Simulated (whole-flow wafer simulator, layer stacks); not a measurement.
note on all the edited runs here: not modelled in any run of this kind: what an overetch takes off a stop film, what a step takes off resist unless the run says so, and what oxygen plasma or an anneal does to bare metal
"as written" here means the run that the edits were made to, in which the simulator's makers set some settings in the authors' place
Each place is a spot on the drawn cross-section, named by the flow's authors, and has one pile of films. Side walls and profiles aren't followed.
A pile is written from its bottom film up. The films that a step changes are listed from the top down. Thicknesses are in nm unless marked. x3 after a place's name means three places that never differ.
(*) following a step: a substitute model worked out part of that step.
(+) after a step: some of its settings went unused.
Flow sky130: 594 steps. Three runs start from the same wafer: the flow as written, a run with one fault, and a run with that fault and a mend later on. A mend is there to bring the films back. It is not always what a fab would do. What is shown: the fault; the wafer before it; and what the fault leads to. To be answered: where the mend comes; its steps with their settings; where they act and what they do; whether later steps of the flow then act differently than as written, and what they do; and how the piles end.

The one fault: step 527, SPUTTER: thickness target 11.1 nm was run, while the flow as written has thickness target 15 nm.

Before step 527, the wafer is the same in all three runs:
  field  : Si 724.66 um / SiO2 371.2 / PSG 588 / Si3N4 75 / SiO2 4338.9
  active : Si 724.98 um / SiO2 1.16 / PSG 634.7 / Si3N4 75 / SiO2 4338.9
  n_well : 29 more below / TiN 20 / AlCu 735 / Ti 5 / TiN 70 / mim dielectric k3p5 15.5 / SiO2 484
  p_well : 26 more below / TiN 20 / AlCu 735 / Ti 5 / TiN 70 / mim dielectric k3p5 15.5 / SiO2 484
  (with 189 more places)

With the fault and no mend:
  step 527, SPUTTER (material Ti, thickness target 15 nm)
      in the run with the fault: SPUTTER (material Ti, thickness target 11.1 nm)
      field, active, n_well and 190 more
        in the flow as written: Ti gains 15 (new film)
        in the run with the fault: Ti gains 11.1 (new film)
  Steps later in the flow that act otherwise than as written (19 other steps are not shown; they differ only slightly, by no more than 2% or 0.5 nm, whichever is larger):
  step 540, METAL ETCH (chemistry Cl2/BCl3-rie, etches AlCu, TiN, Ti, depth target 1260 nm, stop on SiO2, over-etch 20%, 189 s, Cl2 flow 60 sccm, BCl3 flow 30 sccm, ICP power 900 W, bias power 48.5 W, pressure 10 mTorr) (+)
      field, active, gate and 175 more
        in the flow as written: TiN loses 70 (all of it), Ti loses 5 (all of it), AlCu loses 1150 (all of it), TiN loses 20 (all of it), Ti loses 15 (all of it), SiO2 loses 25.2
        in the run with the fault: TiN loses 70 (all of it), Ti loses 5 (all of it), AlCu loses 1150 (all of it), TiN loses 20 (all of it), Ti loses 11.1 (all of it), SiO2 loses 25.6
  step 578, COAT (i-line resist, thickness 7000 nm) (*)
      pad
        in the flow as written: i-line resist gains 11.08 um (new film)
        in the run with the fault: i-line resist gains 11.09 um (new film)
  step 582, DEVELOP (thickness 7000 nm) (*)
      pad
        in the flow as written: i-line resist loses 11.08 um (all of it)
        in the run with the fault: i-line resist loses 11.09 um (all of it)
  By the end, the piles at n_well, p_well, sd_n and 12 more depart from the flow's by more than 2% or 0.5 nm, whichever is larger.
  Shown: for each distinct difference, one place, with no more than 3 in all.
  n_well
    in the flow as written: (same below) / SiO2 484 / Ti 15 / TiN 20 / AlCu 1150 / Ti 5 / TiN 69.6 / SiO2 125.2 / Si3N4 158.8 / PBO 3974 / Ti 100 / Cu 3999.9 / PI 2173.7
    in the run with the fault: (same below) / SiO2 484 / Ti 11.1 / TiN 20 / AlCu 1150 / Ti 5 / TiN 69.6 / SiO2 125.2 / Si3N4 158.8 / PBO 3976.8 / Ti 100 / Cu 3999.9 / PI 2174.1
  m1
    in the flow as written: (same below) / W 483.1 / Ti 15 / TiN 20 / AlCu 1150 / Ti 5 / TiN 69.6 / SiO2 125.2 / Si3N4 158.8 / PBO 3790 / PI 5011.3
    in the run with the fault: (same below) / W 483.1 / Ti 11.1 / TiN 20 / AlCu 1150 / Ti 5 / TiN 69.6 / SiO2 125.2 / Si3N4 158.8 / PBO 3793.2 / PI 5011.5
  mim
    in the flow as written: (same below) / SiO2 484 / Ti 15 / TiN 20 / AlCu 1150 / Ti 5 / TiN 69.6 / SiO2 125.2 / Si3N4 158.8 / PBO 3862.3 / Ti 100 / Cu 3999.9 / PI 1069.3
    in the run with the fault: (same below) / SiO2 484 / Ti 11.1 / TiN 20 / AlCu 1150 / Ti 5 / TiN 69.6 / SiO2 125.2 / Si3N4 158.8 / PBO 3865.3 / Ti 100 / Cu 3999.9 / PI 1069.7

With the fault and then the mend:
  After step 527 comes the mend.
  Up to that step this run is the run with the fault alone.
  step 527a, SPUTTER (material Ti, thickness target 3.9 nm) (a further turn of the flow's step 527, with different settings)
      field, active, n_well and 190 more
        Ti gains 3.9
  Later steps of the flow that are run all act as written at every place that is followed.
  By the end, the piles equal the flow's at every place that both follow.
